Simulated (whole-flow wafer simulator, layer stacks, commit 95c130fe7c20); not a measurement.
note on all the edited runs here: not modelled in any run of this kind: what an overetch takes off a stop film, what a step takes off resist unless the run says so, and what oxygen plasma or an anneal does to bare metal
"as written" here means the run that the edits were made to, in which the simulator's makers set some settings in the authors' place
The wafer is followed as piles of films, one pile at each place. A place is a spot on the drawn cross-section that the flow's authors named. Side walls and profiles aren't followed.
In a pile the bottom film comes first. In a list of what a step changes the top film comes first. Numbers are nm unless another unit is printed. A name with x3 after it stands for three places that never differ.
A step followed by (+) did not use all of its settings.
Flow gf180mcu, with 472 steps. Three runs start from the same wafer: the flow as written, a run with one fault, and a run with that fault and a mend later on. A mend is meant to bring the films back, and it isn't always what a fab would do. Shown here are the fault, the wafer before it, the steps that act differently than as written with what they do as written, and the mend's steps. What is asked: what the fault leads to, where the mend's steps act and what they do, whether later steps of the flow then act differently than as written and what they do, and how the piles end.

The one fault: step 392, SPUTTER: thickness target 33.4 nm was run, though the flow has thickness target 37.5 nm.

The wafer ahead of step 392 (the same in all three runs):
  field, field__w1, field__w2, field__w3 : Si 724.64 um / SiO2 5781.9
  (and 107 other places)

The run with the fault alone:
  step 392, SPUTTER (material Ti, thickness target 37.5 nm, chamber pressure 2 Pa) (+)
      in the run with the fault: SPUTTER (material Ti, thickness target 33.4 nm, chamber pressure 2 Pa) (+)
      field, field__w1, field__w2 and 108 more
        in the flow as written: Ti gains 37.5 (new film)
        in the run with the fault: Ti gains 33.4 (new film)
  Later steps of the flow acting differently than as written (2 more steps, not shown, differ only slightly: by at most 2% or 0.5 nm, whichever is larger):
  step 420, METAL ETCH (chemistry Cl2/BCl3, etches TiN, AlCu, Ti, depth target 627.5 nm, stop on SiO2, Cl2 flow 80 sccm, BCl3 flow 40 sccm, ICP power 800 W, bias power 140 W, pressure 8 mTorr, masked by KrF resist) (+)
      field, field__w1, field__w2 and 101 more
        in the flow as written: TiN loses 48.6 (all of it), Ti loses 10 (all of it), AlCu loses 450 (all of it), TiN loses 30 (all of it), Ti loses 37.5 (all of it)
        in the run with the fault: TiN loses 48.6 (all of it), Ti loses 10 (all of it), AlCu loses 450 (all of it), TiN loses 30 (all of it), Ti loses 33.4 (all of it)
  By the end, the piles at field__w4, field__w8, contact, m1, m1__w1, mim, mim_1p0, m1_nw depart from the flow's by more than 2% or 0.5 nm, whichever is larger.
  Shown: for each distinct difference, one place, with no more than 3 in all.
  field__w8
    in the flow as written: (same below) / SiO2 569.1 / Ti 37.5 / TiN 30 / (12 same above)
    in the run with the fault: (same below) / SiO2 569.1 / Ti 33.4 / TiN 30 / (12 same above)
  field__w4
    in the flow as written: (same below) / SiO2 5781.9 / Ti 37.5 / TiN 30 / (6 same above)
    in the run with the fault: (same below) / SiO2 5781.9 / Ti 33.4 / TiN 30 / (6 same above)
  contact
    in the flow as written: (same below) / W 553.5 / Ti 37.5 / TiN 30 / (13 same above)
    in the run with the fault: (same below) / W 553.5 / Ti 33.4 / TiN 30 / (13 same above)

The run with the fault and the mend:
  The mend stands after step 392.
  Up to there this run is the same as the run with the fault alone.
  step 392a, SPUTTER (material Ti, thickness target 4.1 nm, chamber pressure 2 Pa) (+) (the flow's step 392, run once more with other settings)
      field, field__w1, field__w2 and 108 more
        Ti gains 4.1
  Every later step of the flow that is run acts as written at every place that is followed.
  The piles end the same as the flow's at every place that both follow.
